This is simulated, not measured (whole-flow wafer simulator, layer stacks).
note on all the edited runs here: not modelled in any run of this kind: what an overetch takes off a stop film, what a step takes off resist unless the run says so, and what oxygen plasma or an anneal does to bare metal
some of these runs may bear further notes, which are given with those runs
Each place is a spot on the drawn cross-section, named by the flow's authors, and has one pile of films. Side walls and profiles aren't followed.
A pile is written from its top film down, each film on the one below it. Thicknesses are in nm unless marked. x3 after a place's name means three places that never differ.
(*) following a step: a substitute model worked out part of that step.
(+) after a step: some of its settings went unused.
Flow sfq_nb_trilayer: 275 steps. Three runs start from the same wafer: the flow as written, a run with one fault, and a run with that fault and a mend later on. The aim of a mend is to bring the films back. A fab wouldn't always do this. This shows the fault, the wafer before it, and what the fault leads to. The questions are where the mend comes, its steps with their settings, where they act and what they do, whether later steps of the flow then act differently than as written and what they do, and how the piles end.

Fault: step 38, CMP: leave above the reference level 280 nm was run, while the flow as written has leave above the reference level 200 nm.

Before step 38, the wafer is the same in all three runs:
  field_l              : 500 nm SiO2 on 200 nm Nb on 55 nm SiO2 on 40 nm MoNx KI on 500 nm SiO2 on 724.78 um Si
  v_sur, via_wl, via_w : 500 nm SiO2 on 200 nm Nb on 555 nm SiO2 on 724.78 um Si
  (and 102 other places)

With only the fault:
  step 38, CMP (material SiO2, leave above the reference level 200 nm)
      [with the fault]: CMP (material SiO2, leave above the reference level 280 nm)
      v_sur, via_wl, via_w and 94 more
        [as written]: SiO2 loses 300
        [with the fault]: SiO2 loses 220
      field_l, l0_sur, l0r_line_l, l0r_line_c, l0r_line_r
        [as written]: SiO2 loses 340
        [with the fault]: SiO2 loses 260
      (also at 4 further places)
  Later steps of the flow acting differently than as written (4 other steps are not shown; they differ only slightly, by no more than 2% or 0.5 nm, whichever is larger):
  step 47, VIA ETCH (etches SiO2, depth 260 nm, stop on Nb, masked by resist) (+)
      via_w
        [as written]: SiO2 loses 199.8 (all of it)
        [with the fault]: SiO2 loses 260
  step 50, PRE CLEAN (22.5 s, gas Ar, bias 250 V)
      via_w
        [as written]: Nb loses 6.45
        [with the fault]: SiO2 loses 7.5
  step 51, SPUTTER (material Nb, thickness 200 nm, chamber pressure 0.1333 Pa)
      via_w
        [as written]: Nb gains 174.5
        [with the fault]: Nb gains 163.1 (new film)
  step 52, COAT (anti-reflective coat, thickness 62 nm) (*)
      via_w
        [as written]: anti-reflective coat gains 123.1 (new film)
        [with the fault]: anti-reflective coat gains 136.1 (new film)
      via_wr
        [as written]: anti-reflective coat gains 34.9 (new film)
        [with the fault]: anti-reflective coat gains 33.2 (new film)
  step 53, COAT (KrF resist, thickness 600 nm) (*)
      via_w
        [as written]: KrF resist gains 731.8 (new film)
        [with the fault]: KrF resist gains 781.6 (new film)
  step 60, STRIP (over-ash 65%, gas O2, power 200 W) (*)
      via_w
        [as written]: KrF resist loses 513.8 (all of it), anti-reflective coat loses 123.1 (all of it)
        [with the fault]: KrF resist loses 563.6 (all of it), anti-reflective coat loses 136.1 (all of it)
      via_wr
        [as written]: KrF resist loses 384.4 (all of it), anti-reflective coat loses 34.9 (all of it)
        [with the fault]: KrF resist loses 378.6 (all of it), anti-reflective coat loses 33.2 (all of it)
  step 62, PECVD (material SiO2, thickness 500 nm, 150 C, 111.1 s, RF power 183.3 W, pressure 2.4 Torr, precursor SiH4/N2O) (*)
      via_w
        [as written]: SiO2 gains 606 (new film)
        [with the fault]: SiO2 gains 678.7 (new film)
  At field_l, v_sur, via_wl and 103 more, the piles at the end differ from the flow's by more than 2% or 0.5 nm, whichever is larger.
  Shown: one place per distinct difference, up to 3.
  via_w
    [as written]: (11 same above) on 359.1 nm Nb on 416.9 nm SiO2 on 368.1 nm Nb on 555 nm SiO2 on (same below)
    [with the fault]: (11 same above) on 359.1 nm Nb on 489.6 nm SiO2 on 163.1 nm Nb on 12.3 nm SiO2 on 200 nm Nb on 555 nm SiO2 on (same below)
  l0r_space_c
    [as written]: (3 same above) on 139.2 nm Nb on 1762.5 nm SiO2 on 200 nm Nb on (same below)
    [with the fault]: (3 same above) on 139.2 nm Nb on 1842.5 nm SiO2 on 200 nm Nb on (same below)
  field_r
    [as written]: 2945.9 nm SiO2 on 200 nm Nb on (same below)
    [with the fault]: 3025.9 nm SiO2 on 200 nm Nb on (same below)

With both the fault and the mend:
  The mend follows step 45.
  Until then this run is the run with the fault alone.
  step 45a, STRIP (over-ash 65%, gas O2, power 200 W) (*)
      field_l, v_sur, via_wl and 102 more
        KrF resist loses 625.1 (all of it), anti-reflective coat loses 62 (all of it)
      via_w
        anti-reflective coat loses 62 (all of it)
  step 45b, CMP (material SiO2, leave above the reference level 200 nm) (the flow's step 38, run once more)
      field_l, v_sur, via_wl and 103 more
        SiO2 loses 80
  step 45c, COAT (anti-reflective coat, thickness 62 nm) (the flow's step 40, run once more)
      field_l, v_sur, via_wl and 103 more
        anti-reflective coat gains 62 (new film)
  step 45d, COAT (KrF resist, thickness 650 nm) (the flow's step 41, run once more)
      field_l, v_sur, via_wl and 103 more
        KrF resist gains 650 (new film)
  step 45e, SOFTBAKE (KrF resist) (the flow's step 42, run once more)
      does not change any film at any place that is followed
  step 45f, EXPOSE (photomask I0, dose 11.91 mJ/cm2, NA 0.6, wavelength 248 nm) (*) (the flow's step 43, run once more)
      does not change any film at any place that is followed
  step 45g, PEB (KrF resist, 90 s) (the flow's step 44, run once more)
      field_l, v_sur, via_wl and 103 more
        KrF resist loses 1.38
  step 45h, DEVELOP (KrF resist, thickness 650 nm, 60 s) (the flow's step 45, run once more)
      field_l, v_sur, via_wl and 102 more
        KrF resist loses 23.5
      via_w
        KrF resist loses 648.6 (all of it)
  None of the later steps of the flow acts differently than as written at any place that is followed.
  At every place that both follow, the piles at the end match the flow's.
